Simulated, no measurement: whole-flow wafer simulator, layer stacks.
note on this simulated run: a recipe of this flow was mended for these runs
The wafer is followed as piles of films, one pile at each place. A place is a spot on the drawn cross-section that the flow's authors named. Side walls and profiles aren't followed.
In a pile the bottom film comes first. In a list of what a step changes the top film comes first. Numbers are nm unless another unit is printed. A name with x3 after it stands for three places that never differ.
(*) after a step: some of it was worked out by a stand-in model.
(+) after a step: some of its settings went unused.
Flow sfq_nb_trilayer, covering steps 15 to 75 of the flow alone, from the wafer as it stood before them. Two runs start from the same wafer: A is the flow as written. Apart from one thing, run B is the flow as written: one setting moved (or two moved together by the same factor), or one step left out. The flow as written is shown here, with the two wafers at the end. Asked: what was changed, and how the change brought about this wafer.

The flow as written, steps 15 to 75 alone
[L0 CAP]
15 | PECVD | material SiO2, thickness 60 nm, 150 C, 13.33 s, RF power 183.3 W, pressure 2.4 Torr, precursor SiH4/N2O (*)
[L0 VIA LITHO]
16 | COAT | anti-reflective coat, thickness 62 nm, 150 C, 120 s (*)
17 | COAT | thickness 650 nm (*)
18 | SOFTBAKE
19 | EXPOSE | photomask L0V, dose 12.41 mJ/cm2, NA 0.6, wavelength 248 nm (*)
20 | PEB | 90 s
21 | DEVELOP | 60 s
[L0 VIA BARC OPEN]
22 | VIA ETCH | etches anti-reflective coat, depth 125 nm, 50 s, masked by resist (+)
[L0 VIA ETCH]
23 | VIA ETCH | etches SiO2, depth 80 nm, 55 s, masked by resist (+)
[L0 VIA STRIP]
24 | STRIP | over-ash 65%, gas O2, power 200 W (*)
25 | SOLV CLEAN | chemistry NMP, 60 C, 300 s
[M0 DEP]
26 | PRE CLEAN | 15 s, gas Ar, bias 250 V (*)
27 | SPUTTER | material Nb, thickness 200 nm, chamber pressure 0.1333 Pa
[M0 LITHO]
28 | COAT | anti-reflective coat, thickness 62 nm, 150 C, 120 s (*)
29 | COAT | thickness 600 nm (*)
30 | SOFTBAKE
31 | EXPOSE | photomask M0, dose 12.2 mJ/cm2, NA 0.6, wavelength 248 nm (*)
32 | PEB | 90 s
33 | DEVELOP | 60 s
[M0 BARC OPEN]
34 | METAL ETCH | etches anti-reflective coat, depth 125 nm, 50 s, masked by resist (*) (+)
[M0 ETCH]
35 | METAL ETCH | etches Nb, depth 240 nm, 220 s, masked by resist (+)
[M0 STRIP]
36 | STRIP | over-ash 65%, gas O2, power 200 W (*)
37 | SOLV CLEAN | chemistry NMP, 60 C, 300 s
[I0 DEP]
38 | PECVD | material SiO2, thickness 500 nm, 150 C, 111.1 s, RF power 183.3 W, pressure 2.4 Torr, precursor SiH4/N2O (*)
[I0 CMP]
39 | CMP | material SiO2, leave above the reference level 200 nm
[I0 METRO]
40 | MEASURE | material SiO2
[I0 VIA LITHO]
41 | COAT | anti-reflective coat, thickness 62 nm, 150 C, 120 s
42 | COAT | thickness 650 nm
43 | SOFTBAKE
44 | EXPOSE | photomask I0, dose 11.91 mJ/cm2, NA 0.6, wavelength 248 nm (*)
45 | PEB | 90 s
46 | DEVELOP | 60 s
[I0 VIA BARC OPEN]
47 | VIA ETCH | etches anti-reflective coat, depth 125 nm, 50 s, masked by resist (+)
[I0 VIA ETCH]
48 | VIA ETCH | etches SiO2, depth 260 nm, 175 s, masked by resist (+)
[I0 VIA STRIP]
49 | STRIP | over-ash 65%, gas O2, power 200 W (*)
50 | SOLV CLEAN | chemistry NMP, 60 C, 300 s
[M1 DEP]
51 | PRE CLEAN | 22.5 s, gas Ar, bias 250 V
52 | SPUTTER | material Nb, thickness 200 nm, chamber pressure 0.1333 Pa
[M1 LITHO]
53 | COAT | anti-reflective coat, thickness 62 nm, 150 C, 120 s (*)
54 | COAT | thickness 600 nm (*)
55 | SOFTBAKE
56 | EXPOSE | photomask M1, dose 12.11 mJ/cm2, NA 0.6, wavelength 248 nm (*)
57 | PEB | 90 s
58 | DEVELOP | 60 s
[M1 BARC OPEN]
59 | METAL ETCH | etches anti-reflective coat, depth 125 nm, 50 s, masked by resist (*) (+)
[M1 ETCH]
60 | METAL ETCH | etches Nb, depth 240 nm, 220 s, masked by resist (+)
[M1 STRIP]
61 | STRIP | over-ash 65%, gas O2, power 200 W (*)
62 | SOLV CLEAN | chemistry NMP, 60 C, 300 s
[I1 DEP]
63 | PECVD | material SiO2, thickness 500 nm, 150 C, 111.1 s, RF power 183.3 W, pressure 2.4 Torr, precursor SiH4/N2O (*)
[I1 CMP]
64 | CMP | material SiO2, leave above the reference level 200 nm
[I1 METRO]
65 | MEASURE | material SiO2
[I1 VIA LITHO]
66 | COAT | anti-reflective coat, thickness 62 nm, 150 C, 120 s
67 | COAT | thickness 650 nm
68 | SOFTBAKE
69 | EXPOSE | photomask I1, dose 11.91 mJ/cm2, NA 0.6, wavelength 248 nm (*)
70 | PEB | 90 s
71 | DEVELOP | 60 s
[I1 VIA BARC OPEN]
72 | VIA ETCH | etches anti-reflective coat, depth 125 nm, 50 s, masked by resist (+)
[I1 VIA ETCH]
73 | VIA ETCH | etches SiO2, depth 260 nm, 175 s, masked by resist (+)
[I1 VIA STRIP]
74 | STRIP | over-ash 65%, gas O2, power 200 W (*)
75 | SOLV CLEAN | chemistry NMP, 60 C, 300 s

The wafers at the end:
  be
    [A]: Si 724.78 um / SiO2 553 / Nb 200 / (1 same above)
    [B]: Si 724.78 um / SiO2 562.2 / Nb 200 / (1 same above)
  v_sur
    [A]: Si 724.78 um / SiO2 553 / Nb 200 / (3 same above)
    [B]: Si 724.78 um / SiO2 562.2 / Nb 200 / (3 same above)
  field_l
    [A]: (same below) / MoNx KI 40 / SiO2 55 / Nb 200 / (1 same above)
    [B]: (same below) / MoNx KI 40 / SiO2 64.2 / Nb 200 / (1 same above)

The reason: step 15, PECVD: pressure 1.32 Torr was run, whereas the flow has pressure 2.4 Torr.

Step by step, how the change led to this:
  15 | PECVD | material SiO2, thickness 60 nm, 150 C, 13.33 s, RF power 183.3 W, pressure 2.4 Torr, precursor SiH4/N2O (*)
      v_sur, via_wl, via_w and 97 more: A SiO2 gains 60 | B SiO2 gains 69.2
      field_l, l0_sur, l0v, l0r_line_l, l0r_line_c, l0r_line_r: A SiO2 gains 60 (new film) | B SiO2 gains 69.2 (new film)
  23 | VIA ETCH | etches SiO2, depth 80 nm, 55 s, masked by resist (+)
      l0v: A SiO2 loses 59.7 (all of it), MoNx KI loses 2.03 | B SiO2 loses 68.9 (all of it), MoNx KI loses 1.11
  28 | COAT | anti-reflective coat, thickness 62 nm, 150 C, 120 s (*)
      l0_sur: A anti-reflective coat gains 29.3 (new film) | B anti-reflective coat gains 26.8 (new film)
      l0v: A anti-reflective coat gains 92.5 (new film) | B anti-reflective coat gains 95.6 (new film)
  36 | STRIP | over-ash 65%, gas O2, power 200 W (*)
      l0_sur: A KrF-resist-other-grade loses 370 (all of it), anti-reflective coat loses 29.3 (all of it) | B KrF-resist-other-grade loses 371.1 (all of it), anti-reflective coat loses 26.8 (all of it)
      l0v: A KrF-resist-other-grade loses 374.1 (all of it), anti-reflective coat loses 92.5 (all of it) | B KrF-resist-other-grade loses 378.9 (all of it), anti-reflective coat loses 95.6 (all of it)
  39 | CMP | material SiO2, leave above the reference level 200 nm
      l0v: A SiO2 loses 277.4 | B SiO2 loses 267.7
